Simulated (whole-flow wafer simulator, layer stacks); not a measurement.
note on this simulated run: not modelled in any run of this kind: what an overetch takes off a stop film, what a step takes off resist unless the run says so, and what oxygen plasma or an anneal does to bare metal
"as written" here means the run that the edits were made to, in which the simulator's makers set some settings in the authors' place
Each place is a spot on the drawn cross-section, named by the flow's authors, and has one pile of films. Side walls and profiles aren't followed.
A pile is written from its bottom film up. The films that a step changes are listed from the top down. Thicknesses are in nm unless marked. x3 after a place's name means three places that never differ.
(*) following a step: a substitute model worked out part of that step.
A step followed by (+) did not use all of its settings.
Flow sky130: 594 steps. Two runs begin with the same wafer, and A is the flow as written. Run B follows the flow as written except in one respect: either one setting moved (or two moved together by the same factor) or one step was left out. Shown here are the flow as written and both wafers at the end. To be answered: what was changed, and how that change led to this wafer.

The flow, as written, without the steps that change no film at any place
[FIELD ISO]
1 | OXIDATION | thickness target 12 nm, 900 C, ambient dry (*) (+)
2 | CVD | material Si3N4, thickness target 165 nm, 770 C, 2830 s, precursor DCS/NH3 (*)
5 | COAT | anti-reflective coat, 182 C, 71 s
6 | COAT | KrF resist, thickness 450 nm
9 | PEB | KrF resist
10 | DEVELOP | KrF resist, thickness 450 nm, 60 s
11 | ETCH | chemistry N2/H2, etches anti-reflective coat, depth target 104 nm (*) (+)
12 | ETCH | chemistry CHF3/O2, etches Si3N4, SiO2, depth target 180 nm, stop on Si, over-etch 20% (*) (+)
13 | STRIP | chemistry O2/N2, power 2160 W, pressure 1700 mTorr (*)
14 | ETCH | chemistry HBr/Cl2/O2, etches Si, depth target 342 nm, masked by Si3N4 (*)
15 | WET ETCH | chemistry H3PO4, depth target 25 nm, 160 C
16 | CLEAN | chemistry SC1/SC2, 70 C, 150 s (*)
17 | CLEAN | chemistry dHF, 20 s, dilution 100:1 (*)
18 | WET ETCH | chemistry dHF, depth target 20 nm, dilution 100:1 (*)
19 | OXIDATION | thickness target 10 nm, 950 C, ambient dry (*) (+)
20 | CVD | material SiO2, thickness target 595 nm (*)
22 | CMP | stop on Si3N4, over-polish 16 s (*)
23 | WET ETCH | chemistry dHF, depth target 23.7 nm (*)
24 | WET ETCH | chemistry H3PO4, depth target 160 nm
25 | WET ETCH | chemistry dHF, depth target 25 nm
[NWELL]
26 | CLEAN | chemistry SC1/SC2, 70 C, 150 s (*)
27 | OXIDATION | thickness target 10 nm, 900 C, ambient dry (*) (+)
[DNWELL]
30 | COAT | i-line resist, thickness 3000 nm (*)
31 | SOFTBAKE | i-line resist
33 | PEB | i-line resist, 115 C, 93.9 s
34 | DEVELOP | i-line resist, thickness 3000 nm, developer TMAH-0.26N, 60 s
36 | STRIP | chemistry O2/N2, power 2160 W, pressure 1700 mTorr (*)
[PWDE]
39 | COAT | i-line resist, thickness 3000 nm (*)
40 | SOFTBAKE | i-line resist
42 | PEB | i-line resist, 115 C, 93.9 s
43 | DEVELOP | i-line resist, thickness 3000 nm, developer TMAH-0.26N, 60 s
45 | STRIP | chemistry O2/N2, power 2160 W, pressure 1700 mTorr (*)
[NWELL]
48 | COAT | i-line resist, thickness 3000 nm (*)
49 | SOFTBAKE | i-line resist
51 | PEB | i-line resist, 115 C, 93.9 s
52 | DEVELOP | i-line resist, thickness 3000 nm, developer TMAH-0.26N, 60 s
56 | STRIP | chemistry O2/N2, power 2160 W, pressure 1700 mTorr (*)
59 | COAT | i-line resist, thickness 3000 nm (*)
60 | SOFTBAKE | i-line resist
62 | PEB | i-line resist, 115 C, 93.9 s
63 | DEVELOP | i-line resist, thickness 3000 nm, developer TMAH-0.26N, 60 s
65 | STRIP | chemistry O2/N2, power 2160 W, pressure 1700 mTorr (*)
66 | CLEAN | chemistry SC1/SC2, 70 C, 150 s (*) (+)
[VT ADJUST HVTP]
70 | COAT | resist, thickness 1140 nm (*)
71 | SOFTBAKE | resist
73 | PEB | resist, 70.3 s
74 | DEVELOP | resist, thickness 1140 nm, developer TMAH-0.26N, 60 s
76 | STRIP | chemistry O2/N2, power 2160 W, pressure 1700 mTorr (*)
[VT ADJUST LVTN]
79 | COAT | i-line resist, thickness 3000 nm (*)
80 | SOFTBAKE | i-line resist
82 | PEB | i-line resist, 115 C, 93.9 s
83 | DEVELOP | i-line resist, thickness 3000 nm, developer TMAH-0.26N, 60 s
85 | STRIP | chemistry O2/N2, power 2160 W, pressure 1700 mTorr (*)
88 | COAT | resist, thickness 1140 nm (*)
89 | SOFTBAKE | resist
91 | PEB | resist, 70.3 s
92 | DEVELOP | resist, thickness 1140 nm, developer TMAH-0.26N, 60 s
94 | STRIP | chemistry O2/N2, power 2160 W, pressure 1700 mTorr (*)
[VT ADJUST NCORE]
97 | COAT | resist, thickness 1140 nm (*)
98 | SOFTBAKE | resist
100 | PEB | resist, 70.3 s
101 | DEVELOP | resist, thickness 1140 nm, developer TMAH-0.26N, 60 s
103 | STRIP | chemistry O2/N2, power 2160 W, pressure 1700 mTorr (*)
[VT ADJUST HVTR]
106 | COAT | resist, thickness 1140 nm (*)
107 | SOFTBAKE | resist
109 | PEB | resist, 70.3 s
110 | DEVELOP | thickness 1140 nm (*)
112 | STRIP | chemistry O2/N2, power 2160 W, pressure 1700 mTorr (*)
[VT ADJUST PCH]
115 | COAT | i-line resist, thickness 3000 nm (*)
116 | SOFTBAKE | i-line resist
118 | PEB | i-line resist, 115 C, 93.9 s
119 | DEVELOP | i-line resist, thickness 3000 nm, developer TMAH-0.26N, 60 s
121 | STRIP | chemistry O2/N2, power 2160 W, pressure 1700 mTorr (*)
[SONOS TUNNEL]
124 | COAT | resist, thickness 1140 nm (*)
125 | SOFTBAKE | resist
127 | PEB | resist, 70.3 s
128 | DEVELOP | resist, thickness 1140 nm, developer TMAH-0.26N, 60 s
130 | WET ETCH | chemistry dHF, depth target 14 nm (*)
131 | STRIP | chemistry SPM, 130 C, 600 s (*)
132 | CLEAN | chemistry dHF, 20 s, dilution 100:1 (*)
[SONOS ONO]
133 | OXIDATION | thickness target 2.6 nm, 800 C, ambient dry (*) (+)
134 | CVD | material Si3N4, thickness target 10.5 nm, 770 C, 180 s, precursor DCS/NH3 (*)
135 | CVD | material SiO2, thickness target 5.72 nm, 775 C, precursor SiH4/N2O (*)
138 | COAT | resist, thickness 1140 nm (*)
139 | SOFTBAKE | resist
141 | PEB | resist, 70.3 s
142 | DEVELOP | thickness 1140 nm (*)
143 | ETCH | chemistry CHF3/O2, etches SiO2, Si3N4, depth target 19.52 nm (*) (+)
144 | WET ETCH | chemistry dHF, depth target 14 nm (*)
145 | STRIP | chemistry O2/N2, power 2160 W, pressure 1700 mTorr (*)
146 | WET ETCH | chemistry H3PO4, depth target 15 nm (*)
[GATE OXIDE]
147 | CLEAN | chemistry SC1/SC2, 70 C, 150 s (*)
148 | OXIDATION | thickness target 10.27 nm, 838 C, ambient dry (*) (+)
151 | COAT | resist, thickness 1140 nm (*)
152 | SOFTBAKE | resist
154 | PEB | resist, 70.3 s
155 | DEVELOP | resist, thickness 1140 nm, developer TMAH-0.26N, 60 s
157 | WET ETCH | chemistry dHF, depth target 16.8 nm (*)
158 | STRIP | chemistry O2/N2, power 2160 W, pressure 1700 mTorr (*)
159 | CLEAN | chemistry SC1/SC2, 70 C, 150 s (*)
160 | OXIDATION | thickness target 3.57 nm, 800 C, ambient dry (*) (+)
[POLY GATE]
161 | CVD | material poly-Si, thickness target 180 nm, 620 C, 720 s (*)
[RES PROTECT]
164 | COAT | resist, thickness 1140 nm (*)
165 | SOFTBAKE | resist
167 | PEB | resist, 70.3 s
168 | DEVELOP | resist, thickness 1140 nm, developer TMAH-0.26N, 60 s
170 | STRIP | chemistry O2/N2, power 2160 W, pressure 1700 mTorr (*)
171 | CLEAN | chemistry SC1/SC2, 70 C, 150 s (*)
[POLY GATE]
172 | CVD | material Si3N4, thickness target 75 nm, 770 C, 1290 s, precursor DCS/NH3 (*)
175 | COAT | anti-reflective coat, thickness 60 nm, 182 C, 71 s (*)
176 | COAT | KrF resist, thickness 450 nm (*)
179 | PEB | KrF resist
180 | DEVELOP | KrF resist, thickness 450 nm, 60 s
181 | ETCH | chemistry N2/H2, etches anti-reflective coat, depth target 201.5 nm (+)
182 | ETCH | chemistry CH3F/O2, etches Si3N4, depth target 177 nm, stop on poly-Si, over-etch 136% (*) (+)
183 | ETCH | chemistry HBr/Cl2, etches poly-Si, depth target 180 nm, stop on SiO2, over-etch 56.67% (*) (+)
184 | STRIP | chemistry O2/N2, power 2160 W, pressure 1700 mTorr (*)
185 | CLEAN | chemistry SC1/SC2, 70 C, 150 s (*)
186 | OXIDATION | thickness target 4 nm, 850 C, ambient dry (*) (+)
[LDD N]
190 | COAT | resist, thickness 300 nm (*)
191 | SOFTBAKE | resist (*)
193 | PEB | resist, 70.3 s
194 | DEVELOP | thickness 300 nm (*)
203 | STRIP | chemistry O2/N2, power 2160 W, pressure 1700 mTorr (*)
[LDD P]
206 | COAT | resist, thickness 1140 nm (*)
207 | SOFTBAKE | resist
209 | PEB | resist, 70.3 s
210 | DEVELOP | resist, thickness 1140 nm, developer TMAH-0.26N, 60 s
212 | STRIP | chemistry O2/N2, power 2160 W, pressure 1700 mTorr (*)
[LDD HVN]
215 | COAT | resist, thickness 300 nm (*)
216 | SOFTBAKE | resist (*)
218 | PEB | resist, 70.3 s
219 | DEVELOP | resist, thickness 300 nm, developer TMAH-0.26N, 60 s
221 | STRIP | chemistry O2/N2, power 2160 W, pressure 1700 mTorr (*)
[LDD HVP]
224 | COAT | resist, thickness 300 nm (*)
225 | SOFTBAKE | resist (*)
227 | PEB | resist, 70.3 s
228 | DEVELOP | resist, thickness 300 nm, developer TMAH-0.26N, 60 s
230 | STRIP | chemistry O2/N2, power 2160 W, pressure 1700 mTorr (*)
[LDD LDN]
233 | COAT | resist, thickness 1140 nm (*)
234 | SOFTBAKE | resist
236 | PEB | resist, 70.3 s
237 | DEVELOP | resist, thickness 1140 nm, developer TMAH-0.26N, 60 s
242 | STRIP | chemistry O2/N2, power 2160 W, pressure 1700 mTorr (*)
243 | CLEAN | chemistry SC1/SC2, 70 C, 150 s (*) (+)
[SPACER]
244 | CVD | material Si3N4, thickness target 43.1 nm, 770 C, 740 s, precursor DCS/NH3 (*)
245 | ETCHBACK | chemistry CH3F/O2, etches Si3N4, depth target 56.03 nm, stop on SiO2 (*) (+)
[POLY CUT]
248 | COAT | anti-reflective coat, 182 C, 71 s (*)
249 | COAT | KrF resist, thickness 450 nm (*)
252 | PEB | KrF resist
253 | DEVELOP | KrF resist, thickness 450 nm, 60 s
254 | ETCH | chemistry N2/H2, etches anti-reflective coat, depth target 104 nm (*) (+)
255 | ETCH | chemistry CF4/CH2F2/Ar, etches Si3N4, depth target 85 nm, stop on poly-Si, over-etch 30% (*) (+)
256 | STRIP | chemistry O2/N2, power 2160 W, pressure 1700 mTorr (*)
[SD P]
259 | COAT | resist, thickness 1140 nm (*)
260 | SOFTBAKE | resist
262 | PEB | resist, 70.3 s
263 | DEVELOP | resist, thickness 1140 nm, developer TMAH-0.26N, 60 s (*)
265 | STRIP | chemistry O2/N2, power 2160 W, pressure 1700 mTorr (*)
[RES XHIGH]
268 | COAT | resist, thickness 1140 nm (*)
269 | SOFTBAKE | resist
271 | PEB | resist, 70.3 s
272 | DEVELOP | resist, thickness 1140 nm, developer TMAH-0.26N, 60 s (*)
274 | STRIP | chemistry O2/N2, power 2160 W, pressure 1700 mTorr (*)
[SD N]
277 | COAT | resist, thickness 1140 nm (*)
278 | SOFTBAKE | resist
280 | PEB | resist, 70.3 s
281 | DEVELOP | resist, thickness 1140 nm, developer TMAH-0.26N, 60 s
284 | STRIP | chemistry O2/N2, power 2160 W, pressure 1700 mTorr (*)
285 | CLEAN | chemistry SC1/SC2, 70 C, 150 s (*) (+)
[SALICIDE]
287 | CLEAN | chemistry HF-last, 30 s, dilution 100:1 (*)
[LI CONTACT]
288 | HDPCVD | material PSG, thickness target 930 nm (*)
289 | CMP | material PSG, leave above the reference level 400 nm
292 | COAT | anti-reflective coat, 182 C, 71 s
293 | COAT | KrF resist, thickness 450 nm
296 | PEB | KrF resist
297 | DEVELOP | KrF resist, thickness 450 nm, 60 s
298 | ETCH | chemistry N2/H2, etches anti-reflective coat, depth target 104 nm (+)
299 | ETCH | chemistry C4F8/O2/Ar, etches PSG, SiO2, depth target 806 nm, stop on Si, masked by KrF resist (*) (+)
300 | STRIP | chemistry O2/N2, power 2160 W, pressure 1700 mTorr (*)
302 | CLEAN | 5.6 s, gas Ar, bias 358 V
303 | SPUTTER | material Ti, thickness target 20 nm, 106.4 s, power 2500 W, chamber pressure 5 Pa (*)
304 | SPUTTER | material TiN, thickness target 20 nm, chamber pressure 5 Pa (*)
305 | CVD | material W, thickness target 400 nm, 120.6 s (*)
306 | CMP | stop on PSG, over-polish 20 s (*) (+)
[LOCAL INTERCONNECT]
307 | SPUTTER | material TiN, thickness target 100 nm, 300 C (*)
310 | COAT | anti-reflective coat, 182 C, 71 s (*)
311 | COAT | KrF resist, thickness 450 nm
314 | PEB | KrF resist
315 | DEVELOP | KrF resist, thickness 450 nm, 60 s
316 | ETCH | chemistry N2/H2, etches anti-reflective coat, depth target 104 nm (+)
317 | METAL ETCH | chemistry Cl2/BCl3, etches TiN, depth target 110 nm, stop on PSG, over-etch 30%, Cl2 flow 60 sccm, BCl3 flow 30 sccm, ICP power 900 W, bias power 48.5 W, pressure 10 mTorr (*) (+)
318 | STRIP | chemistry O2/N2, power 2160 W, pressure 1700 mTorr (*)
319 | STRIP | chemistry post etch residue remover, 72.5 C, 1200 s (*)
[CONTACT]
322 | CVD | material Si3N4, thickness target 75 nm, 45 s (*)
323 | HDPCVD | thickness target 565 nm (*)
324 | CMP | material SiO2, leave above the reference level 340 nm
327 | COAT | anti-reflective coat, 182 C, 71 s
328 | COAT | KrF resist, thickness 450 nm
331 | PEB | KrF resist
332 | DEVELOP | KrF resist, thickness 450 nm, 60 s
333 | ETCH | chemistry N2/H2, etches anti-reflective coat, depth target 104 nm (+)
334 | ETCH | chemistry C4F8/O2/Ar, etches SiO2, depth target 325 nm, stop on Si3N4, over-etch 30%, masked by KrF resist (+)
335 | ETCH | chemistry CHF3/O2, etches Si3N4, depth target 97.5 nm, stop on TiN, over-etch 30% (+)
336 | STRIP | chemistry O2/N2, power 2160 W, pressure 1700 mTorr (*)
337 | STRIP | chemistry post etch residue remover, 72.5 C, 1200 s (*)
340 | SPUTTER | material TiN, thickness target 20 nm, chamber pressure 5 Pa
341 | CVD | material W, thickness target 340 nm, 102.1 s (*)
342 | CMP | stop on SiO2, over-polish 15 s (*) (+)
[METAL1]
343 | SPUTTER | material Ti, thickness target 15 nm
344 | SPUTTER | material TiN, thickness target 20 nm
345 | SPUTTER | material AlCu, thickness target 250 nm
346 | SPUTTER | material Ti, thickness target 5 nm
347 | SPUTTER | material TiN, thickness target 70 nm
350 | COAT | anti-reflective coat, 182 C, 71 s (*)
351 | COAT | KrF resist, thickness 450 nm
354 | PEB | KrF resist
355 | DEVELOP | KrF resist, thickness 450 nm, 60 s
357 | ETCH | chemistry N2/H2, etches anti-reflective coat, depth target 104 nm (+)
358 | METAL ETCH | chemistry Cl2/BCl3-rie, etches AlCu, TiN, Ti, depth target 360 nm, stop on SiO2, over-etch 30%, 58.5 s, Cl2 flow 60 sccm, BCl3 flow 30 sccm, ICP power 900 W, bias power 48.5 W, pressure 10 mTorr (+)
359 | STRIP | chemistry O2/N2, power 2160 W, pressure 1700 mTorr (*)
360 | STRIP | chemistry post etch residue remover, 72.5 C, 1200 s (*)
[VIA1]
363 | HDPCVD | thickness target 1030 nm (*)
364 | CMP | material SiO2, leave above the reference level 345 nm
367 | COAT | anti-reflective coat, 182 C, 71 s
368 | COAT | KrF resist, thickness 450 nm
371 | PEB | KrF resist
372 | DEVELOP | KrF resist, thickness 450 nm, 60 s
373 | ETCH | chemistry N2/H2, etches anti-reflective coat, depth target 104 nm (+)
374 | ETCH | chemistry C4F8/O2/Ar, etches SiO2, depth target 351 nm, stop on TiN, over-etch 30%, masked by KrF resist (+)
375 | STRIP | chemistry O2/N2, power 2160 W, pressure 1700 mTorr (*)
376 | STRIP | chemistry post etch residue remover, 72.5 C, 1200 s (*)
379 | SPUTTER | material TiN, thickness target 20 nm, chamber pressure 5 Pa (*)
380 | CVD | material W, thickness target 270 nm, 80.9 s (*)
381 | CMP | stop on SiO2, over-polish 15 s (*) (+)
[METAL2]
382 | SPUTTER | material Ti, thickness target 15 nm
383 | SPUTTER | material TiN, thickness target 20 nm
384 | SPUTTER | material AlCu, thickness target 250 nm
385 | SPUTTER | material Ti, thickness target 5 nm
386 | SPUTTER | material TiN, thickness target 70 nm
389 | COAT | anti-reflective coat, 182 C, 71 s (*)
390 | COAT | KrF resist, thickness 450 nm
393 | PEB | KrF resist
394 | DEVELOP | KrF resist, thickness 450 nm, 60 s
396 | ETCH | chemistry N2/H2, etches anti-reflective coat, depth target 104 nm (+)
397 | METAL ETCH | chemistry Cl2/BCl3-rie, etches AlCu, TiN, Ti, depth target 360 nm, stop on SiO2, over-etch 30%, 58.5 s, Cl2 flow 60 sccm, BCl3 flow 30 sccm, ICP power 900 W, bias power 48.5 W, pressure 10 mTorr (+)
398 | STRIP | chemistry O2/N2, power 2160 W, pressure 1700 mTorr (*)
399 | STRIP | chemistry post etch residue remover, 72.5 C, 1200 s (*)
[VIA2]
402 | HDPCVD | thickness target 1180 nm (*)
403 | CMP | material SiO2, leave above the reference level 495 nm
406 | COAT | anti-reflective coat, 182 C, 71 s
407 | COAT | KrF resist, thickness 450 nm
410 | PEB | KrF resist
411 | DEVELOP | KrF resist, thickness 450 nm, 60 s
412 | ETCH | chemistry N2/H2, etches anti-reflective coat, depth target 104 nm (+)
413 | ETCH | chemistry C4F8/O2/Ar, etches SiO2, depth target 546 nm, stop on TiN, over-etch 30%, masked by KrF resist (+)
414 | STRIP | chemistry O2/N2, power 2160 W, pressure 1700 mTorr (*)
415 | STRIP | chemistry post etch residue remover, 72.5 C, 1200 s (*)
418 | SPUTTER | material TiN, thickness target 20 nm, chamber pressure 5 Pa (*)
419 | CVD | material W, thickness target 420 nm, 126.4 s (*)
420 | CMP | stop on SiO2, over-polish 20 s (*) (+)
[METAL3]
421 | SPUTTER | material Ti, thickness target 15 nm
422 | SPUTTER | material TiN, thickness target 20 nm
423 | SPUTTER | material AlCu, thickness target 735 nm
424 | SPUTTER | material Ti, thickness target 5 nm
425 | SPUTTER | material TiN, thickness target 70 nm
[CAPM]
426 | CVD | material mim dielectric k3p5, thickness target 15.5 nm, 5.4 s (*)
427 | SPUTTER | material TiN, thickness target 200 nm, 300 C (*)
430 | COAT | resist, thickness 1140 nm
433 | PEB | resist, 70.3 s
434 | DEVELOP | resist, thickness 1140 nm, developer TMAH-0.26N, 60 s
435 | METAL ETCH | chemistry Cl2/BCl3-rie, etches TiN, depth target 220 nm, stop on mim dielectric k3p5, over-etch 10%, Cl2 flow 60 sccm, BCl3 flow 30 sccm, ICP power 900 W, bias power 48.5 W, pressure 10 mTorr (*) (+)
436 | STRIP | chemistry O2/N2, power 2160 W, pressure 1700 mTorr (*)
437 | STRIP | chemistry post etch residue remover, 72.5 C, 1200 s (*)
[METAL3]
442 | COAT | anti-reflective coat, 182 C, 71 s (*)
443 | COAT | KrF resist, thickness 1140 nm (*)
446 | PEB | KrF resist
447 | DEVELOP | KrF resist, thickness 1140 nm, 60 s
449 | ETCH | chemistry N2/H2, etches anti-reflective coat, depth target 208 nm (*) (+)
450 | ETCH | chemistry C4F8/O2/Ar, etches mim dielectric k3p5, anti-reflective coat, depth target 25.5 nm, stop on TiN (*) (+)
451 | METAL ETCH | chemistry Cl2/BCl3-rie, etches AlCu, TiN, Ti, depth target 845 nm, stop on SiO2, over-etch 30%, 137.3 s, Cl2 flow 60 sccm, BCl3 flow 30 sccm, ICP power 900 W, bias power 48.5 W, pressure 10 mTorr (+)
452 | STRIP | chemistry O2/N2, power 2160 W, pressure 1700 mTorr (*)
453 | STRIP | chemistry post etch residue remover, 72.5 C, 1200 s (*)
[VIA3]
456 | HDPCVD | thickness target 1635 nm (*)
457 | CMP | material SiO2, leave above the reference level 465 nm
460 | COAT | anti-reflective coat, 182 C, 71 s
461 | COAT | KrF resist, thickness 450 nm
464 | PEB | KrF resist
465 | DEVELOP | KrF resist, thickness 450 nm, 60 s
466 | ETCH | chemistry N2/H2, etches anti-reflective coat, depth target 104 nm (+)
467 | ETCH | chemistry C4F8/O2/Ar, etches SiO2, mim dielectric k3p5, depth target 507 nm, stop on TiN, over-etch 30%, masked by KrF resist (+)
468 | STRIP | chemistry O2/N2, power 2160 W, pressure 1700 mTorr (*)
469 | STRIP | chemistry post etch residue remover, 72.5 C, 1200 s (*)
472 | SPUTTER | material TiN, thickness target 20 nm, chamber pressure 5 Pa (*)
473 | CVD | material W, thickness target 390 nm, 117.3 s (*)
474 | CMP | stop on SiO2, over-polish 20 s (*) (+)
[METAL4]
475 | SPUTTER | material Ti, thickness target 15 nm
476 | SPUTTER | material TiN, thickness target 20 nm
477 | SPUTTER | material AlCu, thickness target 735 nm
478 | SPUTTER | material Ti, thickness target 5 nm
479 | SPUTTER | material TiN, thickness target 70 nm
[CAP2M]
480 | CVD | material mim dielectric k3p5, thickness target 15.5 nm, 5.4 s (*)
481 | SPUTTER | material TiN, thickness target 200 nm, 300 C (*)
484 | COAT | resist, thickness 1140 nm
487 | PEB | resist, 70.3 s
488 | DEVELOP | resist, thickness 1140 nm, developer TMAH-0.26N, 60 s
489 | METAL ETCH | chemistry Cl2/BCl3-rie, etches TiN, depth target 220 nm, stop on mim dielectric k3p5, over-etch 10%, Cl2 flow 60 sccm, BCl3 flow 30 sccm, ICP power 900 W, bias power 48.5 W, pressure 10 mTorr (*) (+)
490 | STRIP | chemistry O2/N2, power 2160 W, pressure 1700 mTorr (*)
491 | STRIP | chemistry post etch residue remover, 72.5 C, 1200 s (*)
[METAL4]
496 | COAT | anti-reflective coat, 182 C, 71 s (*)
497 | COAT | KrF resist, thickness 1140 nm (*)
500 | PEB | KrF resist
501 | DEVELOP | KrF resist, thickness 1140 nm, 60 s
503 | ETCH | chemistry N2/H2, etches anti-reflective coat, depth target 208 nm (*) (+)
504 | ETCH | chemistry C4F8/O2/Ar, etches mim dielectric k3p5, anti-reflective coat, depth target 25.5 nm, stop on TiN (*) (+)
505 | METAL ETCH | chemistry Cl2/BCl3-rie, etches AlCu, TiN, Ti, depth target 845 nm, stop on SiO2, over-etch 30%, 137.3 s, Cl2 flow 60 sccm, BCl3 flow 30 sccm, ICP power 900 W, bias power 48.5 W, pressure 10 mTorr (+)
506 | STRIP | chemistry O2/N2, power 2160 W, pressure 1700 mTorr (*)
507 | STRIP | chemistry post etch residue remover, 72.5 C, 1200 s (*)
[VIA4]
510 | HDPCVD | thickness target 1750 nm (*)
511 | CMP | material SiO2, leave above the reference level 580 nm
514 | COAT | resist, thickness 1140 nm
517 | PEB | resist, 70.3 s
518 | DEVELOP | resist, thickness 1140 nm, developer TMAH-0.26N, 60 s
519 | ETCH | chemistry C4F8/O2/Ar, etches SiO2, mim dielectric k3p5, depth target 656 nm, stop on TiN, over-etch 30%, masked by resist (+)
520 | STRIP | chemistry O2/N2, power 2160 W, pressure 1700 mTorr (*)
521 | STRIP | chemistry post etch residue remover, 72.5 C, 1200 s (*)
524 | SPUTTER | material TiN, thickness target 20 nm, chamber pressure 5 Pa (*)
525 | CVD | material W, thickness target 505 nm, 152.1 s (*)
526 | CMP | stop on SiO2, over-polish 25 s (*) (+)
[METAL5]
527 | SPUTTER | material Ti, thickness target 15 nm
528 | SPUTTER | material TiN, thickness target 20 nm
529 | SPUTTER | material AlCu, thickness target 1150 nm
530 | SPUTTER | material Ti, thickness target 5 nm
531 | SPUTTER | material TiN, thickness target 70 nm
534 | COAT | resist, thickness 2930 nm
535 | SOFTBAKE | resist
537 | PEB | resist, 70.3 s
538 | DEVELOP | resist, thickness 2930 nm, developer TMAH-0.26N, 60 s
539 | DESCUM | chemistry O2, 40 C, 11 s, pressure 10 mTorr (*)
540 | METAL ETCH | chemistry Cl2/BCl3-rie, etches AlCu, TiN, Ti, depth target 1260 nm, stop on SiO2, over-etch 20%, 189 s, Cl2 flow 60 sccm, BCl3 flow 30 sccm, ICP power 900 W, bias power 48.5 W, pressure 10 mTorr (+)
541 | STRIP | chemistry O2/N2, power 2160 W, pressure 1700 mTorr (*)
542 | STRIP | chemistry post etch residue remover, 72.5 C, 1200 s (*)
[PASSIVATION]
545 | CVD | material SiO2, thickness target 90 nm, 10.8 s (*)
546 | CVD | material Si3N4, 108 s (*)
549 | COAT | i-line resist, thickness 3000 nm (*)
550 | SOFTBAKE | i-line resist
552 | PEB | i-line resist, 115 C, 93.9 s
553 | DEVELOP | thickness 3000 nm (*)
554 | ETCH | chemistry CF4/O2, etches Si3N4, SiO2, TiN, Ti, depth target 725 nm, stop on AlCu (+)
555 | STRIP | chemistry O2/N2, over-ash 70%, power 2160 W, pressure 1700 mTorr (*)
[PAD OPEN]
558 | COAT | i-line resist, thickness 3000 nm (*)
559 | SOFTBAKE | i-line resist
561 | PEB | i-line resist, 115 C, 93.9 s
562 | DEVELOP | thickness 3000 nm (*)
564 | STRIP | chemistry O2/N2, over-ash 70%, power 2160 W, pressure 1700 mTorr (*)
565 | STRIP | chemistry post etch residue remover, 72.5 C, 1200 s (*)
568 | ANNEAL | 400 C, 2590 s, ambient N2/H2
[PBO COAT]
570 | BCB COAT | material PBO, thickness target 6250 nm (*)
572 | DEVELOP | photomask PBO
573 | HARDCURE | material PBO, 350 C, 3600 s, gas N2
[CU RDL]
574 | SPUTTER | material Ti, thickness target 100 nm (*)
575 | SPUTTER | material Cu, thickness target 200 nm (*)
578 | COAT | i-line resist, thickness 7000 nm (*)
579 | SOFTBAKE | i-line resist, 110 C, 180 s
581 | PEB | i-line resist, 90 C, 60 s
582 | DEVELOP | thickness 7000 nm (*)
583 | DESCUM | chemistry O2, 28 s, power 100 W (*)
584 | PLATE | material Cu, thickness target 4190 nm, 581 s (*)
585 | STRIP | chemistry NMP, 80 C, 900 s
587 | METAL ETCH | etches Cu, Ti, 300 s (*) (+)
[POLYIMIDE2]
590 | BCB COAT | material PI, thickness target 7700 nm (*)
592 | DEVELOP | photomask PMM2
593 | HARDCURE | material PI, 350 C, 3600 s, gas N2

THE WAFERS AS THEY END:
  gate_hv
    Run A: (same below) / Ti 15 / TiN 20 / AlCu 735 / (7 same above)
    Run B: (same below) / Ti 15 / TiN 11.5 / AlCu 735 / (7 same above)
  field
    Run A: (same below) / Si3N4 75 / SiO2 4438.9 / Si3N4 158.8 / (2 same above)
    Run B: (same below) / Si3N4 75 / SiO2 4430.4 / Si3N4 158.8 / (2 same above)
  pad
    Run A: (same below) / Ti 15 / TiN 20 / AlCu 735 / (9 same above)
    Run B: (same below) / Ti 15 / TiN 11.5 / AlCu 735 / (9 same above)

What caused this: step 476, SPUTTER: thickness target 11.5 nm was run, while the flow as written has thickness target 20 nm.
One can read it off the wafer: gate_hv has TiN 11.5, and step 476 as written asks for 20 nm.

The path from the change to this, step by step:
  476 | SPUTTER | material TiN, thickness target 20 nm
      field, active, n_well and 189 more: A TiN gains 20 (new film) | B TiN gains 11.5 (new film)
  505 | METAL ETCH | chemistry Cl2/BCl3-rie, etches AlCu, TiN, Ti, depth target 845 nm, stop on SiO2, over-etch 30%, 137.3 s, Cl2 flow 60 sccm, BCl3 flow 30 sccm, ICP power 900 W, bias power 48.5 W, pressure 10 mTorr (+)
      field, gate, spacer and 68 more: A TiN loses 70 (all of it), Ti loses 5 (all of it), AlCu loses 735 (all of it), TiN loses 20 (all of it), Ti loses 15 (all of it), SiO2 loses 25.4 | B TiN loses 70 (all of it), Ti loses 5 (all of it), AlCu loses 735 (all of it), TiN loses 11.5 (all of it), Ti loses 15 (all of it), SiO2 loses 26.2
      active, vpp_iso1, mim_edge_plate and 14 more: A TiN loses 70 (all of it), Ti loses 5 (all of it), AlCu loses 735 (all of it), TiN loses 20 (all of it), Ti loses 15 (all of it), SiO2 loses 25.3 | B TiN loses 70 (all of it), Ti loses 5 (all of it), AlCu loses 735 (all of it), TiN loses 11.5 (all of it), Ti loses 15 (all of it), SiO2 loses 26.2
  511 | CMP | material SiO2, leave above the reference level 580 nm
      iso_guard__w1, mim_edge_gap, vpp_l1ln, vpp_m3ln, rpm_encl, via2_enc, rpm_encl_psd, iso_guard_nsd_tip: A SiO2 loses 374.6 | B SiO2 loses 382.3
